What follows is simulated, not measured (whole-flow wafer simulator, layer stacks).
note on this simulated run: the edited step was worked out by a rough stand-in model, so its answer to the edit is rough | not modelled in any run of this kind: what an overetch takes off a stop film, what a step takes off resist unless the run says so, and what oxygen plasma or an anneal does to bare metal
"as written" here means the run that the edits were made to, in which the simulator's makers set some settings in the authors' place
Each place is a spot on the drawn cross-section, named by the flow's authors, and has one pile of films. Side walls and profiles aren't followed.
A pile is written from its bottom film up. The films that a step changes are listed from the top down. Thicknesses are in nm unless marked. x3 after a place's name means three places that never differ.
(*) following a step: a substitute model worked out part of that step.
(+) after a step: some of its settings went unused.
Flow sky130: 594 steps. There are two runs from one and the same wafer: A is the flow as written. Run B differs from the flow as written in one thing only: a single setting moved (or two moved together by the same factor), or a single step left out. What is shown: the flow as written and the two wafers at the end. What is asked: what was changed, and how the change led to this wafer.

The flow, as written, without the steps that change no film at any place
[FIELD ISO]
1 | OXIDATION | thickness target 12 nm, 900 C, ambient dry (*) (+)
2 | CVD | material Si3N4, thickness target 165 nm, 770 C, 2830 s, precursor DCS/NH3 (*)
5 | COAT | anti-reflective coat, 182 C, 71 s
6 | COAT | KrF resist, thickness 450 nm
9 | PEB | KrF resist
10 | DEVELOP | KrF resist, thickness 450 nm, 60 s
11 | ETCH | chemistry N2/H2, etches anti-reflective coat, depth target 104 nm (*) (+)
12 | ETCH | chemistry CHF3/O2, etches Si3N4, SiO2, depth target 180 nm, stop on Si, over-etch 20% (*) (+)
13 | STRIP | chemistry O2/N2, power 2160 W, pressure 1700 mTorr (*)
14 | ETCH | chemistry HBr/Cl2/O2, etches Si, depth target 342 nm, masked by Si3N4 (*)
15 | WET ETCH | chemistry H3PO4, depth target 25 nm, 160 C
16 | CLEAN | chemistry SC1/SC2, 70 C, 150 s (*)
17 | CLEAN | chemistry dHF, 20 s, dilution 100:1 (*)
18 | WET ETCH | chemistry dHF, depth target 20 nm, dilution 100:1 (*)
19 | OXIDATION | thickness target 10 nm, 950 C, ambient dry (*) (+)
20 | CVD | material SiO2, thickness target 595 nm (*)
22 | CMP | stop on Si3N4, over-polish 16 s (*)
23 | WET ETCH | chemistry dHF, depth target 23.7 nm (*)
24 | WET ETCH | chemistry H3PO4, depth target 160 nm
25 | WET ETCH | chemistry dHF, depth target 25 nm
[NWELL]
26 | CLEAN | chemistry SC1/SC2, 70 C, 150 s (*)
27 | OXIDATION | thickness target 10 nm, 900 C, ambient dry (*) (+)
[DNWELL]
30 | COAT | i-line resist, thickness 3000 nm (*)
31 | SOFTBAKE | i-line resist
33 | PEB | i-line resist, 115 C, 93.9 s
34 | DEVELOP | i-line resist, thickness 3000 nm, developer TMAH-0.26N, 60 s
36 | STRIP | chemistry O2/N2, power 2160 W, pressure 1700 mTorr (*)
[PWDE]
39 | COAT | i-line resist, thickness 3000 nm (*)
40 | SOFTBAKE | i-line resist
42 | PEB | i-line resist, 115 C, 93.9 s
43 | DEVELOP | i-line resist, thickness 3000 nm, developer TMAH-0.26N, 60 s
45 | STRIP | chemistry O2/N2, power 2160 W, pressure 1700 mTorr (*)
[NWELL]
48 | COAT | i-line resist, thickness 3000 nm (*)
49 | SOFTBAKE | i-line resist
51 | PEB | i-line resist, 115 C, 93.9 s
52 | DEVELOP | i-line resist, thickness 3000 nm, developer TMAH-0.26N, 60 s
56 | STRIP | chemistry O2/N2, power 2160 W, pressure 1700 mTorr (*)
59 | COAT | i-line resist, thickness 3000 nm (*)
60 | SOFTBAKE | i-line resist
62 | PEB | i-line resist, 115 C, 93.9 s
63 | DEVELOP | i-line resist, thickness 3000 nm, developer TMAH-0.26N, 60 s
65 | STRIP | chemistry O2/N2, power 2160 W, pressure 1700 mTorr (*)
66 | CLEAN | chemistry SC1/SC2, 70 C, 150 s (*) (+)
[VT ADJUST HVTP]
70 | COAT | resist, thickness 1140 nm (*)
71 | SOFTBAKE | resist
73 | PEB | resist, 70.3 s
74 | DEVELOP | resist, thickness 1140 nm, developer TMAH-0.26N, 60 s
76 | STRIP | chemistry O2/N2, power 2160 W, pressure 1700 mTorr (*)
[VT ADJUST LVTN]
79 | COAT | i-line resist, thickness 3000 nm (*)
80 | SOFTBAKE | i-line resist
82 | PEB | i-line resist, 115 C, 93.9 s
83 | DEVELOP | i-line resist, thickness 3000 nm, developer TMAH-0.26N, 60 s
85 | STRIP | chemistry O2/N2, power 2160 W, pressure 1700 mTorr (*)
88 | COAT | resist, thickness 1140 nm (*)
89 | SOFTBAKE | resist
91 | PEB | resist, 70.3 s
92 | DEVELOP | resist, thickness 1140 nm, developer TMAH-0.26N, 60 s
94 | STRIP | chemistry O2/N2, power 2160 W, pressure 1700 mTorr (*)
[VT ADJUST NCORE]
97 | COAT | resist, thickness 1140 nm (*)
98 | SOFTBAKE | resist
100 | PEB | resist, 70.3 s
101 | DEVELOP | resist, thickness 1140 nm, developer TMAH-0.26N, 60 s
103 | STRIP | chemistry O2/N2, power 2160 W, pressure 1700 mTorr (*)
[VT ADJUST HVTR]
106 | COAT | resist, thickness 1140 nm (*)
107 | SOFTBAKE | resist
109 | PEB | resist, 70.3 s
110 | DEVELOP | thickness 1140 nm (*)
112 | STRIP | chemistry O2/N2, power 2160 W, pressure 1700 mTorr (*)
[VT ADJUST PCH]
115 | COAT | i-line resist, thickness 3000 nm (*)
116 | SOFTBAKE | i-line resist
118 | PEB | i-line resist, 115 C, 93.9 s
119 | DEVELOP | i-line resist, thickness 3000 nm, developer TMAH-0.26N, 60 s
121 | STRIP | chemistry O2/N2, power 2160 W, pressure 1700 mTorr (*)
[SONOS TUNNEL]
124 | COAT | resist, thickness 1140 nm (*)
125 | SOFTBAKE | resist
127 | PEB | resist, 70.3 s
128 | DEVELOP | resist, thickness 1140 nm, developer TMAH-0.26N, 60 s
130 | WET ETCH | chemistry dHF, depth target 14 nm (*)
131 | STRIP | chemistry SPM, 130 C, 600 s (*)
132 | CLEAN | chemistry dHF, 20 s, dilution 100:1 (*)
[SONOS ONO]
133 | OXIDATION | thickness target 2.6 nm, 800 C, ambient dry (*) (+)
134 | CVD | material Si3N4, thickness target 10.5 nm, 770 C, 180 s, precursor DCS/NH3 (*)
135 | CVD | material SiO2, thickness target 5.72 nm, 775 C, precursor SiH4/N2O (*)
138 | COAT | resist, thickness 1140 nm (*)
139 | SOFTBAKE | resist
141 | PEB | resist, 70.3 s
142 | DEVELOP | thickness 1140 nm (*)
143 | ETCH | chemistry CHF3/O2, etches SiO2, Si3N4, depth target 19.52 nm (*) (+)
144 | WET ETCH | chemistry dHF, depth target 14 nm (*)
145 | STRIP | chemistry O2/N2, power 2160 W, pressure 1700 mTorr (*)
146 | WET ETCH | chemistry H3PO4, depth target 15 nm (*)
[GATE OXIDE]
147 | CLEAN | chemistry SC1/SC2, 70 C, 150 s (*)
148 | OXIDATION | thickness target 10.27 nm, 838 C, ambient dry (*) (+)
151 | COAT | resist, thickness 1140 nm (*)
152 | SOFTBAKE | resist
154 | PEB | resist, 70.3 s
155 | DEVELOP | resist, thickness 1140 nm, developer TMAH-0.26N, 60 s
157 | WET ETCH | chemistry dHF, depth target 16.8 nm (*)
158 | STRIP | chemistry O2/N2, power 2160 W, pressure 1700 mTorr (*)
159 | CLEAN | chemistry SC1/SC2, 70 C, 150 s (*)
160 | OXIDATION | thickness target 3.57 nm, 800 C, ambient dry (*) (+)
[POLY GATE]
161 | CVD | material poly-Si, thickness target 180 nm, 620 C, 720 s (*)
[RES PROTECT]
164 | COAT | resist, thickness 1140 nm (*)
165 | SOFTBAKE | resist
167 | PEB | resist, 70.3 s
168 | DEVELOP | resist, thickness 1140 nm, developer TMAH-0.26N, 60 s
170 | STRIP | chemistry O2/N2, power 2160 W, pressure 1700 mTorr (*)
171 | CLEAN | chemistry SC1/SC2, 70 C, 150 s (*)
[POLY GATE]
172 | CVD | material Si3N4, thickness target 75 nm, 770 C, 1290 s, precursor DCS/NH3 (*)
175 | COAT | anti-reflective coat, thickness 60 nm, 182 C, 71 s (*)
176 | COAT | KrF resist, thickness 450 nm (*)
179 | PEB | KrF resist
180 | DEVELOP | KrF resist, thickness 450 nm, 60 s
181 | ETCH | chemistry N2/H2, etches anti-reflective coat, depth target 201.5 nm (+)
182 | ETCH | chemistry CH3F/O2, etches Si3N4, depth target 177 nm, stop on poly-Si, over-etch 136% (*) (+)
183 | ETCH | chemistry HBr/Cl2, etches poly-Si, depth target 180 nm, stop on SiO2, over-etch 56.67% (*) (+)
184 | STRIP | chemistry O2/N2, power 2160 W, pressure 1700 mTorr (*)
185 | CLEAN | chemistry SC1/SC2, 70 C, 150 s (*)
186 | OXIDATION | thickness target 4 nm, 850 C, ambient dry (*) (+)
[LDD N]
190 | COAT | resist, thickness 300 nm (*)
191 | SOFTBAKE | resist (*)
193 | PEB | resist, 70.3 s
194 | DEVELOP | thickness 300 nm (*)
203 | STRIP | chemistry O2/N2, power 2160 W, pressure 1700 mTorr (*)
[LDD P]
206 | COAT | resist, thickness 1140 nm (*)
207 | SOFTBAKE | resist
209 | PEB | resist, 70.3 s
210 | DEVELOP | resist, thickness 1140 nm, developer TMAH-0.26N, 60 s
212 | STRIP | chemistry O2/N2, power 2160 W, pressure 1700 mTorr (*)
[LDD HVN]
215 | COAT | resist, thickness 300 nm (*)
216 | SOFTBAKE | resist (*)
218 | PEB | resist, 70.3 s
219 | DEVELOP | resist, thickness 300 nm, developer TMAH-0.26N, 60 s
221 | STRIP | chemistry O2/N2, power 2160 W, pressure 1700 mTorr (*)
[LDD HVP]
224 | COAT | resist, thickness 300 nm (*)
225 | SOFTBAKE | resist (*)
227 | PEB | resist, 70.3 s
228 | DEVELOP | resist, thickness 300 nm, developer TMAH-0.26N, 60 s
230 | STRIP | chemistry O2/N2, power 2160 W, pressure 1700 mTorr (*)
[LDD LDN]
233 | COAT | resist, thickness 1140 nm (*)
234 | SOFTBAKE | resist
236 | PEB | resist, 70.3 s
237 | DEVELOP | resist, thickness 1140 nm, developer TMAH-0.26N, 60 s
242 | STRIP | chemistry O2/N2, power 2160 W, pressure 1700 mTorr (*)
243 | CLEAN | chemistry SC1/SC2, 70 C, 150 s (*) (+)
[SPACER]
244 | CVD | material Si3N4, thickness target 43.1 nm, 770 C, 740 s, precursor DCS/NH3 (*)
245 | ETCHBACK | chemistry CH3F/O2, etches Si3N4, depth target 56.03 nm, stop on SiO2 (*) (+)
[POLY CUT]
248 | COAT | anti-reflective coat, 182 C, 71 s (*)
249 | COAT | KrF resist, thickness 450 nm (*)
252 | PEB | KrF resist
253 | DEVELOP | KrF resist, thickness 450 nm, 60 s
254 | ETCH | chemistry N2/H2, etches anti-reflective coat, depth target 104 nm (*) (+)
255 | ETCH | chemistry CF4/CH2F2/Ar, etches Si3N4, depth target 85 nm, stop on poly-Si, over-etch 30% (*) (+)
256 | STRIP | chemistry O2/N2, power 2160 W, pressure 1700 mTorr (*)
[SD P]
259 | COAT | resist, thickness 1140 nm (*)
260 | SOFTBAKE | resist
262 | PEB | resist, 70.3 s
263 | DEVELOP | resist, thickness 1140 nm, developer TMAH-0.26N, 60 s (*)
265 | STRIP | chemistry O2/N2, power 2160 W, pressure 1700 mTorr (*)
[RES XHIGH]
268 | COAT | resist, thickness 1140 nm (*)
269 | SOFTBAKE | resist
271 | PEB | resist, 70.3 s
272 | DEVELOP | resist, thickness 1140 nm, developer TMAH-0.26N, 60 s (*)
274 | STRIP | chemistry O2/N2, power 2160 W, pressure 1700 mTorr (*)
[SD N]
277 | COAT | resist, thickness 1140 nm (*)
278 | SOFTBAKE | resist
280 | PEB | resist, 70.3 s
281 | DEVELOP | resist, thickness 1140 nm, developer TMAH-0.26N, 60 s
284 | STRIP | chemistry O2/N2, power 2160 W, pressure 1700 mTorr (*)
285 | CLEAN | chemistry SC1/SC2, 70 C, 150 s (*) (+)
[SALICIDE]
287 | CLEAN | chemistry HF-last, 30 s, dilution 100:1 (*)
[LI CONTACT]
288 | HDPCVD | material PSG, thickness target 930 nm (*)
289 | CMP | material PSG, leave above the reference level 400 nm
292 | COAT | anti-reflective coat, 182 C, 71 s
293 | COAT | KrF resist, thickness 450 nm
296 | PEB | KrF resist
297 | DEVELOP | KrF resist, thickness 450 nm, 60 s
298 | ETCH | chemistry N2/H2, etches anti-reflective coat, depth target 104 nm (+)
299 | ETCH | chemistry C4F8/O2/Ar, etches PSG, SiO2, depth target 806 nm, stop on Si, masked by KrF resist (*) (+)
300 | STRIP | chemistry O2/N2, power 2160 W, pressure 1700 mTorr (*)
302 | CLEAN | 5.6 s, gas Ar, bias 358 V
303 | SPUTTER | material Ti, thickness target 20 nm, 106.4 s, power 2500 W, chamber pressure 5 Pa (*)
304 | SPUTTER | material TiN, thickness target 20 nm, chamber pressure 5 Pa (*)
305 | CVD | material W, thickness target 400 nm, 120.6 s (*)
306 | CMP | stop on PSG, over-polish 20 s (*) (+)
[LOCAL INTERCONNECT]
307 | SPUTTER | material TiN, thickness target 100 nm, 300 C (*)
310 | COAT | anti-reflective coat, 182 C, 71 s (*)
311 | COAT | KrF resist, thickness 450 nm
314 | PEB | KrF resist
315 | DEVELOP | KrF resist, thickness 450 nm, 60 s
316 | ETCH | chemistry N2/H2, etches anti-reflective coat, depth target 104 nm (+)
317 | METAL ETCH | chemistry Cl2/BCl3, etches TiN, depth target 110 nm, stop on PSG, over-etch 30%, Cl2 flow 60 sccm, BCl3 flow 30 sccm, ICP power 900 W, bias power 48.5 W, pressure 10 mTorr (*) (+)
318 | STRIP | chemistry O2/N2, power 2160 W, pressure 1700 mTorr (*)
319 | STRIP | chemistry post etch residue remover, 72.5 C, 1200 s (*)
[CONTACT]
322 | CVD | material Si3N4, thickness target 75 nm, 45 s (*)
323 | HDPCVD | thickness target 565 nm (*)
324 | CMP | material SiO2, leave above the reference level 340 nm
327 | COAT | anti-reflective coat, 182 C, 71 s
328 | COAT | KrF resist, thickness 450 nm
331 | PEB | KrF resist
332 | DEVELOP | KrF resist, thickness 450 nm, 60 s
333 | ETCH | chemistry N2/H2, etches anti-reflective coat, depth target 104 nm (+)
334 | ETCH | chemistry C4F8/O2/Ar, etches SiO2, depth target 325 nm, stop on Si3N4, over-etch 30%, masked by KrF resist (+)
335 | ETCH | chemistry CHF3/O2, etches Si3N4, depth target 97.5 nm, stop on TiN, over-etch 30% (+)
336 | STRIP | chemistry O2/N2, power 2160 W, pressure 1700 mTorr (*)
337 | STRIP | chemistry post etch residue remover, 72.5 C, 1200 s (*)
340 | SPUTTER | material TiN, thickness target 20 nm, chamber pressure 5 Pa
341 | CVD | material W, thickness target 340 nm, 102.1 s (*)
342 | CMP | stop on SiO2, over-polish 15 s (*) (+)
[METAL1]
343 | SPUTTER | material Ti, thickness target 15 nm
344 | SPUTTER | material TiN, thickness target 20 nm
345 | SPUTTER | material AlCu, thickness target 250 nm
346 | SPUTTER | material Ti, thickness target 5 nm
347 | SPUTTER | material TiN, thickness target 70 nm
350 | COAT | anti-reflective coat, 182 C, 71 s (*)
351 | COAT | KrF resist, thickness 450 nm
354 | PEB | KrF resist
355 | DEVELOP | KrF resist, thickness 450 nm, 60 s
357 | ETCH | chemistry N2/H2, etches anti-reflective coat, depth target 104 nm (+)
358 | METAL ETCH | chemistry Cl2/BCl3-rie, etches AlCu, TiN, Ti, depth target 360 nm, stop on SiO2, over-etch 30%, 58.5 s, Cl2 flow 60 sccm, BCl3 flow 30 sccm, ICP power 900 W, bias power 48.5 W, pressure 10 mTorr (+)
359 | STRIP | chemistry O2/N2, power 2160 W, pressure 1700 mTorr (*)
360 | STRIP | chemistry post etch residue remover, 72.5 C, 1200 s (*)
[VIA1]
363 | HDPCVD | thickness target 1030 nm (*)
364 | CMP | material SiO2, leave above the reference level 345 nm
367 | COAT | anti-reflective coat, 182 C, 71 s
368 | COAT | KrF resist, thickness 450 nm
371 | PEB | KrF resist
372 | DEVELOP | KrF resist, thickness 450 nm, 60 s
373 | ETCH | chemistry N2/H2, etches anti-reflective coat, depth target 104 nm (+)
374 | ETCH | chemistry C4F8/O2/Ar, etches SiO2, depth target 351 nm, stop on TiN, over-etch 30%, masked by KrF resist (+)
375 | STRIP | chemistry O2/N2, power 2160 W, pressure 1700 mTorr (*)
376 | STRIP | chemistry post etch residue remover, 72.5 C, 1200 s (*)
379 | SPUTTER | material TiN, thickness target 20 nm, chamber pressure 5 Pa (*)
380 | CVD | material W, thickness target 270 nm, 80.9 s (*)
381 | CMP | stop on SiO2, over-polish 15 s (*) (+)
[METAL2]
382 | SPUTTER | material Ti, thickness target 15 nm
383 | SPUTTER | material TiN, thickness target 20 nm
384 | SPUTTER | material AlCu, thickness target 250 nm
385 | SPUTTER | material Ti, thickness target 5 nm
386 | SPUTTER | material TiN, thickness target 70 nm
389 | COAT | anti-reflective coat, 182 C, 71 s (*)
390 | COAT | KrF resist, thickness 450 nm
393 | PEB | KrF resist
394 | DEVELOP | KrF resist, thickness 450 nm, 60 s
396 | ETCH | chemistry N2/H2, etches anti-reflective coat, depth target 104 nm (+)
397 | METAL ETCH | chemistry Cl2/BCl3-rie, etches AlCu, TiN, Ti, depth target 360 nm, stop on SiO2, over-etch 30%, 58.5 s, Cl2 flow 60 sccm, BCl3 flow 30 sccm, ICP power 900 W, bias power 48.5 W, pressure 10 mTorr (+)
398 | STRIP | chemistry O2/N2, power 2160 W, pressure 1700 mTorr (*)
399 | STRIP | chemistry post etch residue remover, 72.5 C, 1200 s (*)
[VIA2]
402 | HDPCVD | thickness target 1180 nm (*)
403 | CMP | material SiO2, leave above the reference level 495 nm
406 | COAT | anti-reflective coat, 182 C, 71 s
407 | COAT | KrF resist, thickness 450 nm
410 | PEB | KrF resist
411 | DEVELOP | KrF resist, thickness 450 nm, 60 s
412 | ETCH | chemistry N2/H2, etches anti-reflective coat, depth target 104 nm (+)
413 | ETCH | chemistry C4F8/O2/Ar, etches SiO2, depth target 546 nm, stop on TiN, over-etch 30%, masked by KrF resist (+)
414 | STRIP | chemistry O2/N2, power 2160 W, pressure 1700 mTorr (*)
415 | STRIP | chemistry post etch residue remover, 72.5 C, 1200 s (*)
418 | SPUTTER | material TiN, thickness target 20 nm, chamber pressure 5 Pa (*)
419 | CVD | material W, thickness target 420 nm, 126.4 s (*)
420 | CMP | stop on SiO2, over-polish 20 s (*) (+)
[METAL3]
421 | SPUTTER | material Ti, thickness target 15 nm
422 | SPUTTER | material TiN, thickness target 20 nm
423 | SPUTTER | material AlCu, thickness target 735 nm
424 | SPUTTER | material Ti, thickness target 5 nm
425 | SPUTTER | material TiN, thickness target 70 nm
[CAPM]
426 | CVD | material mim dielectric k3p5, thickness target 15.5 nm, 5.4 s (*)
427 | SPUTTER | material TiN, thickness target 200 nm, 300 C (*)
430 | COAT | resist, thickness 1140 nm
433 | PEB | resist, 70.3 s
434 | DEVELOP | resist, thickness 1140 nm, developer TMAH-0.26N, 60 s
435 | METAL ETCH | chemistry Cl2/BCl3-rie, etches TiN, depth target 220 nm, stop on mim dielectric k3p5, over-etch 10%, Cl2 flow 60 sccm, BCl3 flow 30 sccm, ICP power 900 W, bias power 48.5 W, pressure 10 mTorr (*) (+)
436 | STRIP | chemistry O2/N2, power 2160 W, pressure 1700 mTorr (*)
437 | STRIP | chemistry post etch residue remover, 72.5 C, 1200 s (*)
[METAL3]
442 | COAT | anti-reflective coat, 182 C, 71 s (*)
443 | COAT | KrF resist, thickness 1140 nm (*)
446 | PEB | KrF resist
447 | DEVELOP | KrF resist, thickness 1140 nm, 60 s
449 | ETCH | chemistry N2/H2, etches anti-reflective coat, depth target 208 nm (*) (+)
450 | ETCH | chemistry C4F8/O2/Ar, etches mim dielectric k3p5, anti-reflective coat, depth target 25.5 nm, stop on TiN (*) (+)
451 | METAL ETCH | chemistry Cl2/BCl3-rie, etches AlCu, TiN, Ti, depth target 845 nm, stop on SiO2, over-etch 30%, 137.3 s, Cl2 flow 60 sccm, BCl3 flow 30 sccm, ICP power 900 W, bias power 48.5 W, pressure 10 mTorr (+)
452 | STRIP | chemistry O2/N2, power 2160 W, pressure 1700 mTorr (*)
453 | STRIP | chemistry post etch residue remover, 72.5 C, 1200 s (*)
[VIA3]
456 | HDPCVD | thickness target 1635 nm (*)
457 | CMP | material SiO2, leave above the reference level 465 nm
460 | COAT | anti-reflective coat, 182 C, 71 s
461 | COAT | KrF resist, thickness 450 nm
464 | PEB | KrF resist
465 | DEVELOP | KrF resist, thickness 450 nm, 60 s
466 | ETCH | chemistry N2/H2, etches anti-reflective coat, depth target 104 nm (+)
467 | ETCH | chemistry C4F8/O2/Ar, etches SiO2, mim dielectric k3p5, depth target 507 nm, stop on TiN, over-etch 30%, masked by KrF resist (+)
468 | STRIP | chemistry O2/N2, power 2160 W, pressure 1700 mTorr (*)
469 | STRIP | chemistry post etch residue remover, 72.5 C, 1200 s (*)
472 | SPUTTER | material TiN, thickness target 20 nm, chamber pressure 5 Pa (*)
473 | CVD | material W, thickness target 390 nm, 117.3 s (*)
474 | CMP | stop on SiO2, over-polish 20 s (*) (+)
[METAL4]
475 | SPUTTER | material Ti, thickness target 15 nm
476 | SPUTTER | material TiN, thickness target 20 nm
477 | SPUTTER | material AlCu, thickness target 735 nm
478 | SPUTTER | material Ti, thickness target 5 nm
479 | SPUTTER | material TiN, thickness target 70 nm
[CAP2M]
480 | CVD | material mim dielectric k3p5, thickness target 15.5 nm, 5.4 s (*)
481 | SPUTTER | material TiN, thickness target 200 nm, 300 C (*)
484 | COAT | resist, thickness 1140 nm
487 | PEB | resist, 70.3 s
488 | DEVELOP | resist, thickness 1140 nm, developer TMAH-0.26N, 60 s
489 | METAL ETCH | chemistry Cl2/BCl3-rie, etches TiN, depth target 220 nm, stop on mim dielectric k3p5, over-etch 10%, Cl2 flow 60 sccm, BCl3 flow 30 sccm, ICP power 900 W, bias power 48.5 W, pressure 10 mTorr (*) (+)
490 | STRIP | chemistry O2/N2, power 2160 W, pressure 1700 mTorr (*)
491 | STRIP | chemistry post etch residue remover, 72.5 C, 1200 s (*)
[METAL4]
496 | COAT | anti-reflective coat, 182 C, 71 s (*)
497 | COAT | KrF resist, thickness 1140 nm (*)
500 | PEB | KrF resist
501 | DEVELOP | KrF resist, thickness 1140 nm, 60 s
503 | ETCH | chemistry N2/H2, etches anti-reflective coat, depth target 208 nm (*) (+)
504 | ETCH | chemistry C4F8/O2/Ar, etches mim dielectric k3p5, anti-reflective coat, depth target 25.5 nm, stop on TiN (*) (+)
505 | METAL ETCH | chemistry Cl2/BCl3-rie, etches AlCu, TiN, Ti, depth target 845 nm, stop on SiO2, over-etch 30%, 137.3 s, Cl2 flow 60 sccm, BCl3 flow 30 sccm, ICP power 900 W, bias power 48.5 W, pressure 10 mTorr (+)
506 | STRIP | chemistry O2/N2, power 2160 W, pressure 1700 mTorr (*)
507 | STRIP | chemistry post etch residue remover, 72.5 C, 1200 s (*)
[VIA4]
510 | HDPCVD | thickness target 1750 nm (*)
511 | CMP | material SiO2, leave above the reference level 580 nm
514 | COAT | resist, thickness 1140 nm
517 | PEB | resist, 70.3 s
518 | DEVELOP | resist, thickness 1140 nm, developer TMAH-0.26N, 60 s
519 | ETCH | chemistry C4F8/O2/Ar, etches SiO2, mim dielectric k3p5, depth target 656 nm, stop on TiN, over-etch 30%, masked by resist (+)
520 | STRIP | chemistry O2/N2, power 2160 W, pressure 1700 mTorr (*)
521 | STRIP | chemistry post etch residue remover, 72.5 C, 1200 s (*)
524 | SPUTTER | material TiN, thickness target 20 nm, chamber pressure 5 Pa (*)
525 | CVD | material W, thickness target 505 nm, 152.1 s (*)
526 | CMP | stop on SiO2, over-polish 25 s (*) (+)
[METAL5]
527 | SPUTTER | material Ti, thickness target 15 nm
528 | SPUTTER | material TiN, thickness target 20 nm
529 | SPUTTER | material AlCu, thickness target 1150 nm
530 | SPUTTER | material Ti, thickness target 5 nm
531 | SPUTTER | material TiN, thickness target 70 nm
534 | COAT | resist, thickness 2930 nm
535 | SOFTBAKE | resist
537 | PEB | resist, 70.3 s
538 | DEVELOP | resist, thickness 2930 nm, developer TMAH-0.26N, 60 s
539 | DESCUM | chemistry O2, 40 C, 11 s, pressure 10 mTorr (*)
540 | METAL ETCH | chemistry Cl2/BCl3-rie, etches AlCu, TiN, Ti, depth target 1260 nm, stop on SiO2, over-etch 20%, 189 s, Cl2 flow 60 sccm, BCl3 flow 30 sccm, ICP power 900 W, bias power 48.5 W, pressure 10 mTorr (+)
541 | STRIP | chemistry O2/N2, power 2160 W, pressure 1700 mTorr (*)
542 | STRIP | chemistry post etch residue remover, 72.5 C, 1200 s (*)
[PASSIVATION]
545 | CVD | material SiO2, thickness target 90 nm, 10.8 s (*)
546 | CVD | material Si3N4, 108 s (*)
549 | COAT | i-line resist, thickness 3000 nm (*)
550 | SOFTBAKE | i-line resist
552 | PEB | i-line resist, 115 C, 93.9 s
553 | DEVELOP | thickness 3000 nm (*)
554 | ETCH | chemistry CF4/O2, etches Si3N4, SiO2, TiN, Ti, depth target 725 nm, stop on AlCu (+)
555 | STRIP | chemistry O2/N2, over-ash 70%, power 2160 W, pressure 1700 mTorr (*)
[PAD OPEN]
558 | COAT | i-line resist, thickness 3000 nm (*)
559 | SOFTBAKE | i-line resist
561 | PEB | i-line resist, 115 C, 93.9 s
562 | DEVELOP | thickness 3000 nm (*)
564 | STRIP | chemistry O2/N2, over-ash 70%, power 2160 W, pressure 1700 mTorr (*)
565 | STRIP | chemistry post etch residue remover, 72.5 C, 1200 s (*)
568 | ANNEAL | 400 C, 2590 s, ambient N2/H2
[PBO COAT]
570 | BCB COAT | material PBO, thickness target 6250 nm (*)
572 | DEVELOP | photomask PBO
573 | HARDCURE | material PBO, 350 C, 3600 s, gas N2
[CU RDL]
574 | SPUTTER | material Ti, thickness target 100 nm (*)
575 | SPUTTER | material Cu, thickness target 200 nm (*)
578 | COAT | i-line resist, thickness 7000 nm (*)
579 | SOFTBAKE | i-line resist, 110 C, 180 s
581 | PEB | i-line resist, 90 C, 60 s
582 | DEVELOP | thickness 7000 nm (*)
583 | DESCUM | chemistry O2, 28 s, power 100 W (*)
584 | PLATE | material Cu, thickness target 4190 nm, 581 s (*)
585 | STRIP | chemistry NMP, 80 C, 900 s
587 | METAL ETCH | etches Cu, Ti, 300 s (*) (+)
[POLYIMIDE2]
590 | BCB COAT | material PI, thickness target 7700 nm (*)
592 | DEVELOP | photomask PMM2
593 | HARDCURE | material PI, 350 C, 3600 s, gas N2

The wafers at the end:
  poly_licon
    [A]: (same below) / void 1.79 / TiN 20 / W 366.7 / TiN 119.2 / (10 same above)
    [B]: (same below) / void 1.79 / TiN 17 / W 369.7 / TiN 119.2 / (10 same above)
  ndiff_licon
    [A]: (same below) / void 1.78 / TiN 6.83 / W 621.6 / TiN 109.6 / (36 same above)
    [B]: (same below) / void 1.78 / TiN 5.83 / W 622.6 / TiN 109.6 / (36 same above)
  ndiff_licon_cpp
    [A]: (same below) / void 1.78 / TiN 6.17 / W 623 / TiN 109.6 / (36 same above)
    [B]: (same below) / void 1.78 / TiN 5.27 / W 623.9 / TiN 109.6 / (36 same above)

What caused this: step 304, SPUTTER: thickness target 17 nm was run, whereas the flow has thickness target 20 nm.
The wafer itself shows it: poly_licon has TiN 17, and step 304 as written asks for 20 nm.

Step by step, how the change led to this:
  304 | SPUTTER | material TiN, thickness target 20 nm, chamber pressure 5 Pa (*)
      field, active, n_well and 185 more: A +20 TiN (new film) | B +17 TiN (new film)
      ndiff_licon: A +6.83 TiN (new film) | B +5.83 TiN (new film)
      (as well as at 2 more places)
  306 | CMP | stop on PSG, over-polish 20 s (*) (+)
      field, active, n_well and 184 more: A -400 W (all of it), -20 TiN (all of it), -20 Ti (all of it), -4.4 PSG | B -400 W (all of it), -17 TiN (all of it), -20 Ti (all of it), -4.4 PSG
      poly_licon: A -33.3 W | B -30.3 W
